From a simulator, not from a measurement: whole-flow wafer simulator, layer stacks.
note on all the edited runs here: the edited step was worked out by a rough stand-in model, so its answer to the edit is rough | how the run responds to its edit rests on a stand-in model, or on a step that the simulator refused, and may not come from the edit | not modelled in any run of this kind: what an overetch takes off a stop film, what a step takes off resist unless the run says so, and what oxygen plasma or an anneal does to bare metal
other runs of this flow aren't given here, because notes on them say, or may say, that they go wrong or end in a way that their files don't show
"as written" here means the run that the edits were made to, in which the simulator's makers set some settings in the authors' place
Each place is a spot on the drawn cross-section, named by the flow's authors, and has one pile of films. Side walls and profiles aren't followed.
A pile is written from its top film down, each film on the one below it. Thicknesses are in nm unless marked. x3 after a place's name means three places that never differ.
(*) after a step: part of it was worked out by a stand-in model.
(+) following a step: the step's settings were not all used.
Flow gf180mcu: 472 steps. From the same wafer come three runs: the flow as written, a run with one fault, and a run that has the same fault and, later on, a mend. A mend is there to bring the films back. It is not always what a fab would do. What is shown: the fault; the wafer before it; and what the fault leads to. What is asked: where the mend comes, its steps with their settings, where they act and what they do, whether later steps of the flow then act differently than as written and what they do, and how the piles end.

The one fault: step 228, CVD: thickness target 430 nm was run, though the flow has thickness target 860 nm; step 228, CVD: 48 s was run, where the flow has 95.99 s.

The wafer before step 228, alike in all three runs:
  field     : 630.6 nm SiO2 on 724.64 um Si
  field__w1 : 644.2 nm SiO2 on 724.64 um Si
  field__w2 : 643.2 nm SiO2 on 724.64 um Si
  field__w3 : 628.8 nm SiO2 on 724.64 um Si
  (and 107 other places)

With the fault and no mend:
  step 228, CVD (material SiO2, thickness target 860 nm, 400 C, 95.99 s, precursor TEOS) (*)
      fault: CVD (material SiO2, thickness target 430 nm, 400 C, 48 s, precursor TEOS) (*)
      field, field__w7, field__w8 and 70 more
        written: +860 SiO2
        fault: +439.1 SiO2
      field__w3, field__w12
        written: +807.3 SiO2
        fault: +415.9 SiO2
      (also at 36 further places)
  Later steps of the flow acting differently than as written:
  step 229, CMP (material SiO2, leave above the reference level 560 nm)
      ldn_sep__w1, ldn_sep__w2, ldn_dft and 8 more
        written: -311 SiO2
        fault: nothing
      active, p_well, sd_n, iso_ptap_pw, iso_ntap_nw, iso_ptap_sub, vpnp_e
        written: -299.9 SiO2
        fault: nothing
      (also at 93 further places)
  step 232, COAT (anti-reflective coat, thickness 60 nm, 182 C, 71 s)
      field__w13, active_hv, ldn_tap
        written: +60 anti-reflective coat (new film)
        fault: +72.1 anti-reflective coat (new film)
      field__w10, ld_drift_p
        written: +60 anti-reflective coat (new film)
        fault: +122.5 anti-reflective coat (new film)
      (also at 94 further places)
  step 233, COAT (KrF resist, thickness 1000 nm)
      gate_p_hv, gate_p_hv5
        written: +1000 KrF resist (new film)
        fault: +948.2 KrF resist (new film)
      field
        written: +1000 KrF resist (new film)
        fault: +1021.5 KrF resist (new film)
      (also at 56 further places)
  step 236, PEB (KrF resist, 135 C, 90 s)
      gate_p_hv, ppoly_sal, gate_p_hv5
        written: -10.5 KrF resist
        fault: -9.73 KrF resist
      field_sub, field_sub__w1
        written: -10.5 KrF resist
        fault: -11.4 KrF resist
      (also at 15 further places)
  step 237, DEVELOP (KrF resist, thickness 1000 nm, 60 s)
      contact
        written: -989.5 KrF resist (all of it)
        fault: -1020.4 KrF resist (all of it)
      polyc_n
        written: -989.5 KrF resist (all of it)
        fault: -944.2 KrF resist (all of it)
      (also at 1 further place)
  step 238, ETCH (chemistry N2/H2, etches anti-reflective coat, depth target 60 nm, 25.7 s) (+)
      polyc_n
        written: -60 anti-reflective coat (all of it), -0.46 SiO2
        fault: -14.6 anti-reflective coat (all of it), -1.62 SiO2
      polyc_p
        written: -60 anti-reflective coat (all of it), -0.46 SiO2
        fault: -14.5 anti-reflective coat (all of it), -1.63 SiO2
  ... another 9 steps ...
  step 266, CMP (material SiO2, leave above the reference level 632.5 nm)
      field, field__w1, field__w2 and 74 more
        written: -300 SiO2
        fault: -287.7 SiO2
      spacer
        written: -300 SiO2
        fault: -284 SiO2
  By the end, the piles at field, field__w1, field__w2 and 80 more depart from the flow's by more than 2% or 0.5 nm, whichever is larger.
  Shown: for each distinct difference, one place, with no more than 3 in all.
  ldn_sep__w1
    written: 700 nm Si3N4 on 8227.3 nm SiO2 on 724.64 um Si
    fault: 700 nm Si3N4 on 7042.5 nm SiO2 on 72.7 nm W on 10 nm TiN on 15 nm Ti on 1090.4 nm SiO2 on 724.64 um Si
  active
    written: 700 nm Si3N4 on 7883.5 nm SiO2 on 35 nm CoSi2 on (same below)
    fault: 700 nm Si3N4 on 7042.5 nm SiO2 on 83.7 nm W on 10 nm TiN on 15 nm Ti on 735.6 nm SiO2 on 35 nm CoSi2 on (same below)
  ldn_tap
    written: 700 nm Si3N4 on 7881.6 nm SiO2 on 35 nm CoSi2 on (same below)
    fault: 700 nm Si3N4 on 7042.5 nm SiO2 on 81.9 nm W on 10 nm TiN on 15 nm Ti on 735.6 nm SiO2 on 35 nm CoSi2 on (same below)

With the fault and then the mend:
  The mend follows step 228.
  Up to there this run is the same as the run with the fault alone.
  step 228a, CVD (material SiO2, thickness target 430 nm, 400 C, 48 s, precursor TEOS) (*) (the flow's step 228, run once more with other settings)
      field, field__w7, field__w8 and 72 more
        +439.1 SiO2
      field__w1, contact, active_hv
        +430.8 SiO2
      field_sub__w1, field_sub__w4, field_sub__w5
        +427.5 SiO2
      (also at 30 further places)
  Later steps of the flow acting differently than as written:
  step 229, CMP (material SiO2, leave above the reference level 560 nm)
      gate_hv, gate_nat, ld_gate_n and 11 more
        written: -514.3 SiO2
        mend: -532.5 SiO2
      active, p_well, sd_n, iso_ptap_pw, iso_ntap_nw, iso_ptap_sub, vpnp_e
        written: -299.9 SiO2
        mend: -318.1 SiO2
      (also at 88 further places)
  By the end, the piles equal the flow's at every place that both follow.
